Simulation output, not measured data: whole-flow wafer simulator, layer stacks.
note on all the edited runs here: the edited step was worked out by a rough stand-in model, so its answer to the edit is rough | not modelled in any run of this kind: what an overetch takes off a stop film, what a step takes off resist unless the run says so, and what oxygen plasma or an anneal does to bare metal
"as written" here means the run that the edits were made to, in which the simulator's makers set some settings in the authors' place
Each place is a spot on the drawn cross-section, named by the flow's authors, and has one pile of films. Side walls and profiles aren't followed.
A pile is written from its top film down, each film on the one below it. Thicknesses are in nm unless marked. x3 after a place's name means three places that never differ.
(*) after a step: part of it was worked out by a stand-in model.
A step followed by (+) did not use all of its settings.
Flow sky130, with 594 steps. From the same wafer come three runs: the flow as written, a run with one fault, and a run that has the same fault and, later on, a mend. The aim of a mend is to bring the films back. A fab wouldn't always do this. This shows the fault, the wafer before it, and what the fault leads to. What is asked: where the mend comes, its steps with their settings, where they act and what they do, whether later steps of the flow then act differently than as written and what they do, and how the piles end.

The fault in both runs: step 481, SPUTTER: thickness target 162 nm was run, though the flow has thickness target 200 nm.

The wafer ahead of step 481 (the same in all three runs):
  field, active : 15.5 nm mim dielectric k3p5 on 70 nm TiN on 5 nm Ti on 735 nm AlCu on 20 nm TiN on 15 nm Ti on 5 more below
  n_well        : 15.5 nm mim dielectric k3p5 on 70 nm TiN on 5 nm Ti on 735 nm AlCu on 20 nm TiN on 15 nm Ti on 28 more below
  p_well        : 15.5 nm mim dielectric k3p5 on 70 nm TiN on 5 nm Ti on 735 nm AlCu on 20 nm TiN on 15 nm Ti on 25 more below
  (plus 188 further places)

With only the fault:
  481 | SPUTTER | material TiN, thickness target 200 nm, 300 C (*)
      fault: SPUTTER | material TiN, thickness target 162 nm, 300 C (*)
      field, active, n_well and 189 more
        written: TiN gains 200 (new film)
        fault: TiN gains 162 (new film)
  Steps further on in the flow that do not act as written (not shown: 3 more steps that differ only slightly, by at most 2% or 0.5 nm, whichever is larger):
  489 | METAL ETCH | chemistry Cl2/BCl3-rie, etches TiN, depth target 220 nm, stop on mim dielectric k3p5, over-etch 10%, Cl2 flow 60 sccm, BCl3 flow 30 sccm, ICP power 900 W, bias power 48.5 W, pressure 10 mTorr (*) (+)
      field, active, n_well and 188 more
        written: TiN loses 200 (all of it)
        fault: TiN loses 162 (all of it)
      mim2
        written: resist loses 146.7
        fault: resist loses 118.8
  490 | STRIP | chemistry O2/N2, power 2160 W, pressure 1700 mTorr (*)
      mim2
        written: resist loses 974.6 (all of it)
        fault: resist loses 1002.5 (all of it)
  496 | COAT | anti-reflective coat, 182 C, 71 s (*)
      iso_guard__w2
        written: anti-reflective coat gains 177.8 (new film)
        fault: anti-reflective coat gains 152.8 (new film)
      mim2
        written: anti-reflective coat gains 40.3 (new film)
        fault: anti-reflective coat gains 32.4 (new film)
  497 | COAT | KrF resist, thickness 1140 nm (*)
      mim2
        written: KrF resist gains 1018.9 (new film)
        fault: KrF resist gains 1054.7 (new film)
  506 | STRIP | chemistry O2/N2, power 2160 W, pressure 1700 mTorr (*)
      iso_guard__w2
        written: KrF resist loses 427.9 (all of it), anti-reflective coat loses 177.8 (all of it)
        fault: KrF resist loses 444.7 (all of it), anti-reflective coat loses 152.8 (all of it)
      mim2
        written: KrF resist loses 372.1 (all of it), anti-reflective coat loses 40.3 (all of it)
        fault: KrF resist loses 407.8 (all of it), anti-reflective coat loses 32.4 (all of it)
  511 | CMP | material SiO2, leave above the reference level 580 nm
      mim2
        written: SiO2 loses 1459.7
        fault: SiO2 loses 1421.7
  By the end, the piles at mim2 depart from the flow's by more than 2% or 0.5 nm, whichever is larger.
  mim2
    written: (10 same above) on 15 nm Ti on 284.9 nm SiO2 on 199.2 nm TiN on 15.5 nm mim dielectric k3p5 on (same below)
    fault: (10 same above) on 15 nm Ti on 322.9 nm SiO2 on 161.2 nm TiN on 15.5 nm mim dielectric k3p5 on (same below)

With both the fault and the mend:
  The mend stands after step 481.
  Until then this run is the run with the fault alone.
  481a | SPUTTER | material TiN, thickness target 38 nm, 300 C (*) (the flow's step 481, run once more with other settings)
      field, active, n_well and 189 more
        TiN gains 38
  Every later step of the flow that is run acts as written at every place that is followed.
  At every place that both follow, the piles at the end match the flow's.
